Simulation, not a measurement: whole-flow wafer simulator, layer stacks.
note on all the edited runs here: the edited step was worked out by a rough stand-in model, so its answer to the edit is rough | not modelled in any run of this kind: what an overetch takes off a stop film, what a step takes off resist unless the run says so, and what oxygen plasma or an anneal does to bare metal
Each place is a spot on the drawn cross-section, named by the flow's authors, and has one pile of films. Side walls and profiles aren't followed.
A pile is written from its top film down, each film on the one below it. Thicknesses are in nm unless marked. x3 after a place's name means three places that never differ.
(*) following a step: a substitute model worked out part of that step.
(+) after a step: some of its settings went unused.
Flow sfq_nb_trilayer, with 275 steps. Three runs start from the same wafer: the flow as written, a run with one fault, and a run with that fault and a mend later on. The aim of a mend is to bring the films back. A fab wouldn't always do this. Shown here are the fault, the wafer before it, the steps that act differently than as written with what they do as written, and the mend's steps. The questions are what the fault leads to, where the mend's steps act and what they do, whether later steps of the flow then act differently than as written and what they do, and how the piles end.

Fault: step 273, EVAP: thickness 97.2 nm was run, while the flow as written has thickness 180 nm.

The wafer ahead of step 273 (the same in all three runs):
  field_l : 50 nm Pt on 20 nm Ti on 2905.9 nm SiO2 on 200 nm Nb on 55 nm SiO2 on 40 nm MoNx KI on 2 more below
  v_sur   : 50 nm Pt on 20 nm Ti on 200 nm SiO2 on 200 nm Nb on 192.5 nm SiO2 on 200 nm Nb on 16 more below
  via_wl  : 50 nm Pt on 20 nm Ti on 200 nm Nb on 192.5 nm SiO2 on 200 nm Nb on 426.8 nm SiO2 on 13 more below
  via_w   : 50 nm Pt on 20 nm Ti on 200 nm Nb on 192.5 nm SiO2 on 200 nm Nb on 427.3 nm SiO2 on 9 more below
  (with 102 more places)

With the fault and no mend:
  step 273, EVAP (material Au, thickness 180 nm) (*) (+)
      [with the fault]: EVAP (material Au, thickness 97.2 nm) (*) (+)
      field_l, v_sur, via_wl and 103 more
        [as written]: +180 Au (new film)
        [with the fault]: +97.2 Au (new film)
  Steps further on in the flow that do not act as written:
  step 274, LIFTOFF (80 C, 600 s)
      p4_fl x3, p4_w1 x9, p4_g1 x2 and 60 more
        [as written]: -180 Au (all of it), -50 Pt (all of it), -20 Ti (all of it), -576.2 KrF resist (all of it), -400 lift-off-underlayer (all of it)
        [with the fault]: -97.2 Au (all of it), -50 Pt (all of it), -20 Ti (all of it), -576.2 KrF resist (all of it), -400 lift-off-underlayer (all of it)
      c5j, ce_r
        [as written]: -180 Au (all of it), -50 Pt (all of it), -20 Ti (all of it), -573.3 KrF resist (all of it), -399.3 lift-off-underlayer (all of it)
        [with the fault]: -97.2 Au (all of it), -50 Pt (all of it), -20 Ti (all of it), -573.3 KrF resist (all of it), -399.3 lift-off-underlayer (all of it)
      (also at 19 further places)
  At field_l, v_sur, via_wl and 8 more, the piles at the end differ from the flow's by more than 2% or 0.5 nm, whichever is larger.
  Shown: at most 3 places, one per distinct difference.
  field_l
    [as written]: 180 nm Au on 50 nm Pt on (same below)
    [with the fault]: 97.2 nm Au on 50 nm Pt on (same below)

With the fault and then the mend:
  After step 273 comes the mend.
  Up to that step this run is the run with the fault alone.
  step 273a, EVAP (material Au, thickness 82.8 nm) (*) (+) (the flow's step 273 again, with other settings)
      field_l, v_sur, via_wl and 103 more
        +82.8 Au
  None of the later steps of the flow acts differently than as written at any place that is followed.
  By the end, the piles equal the flow's at every place that both follow.
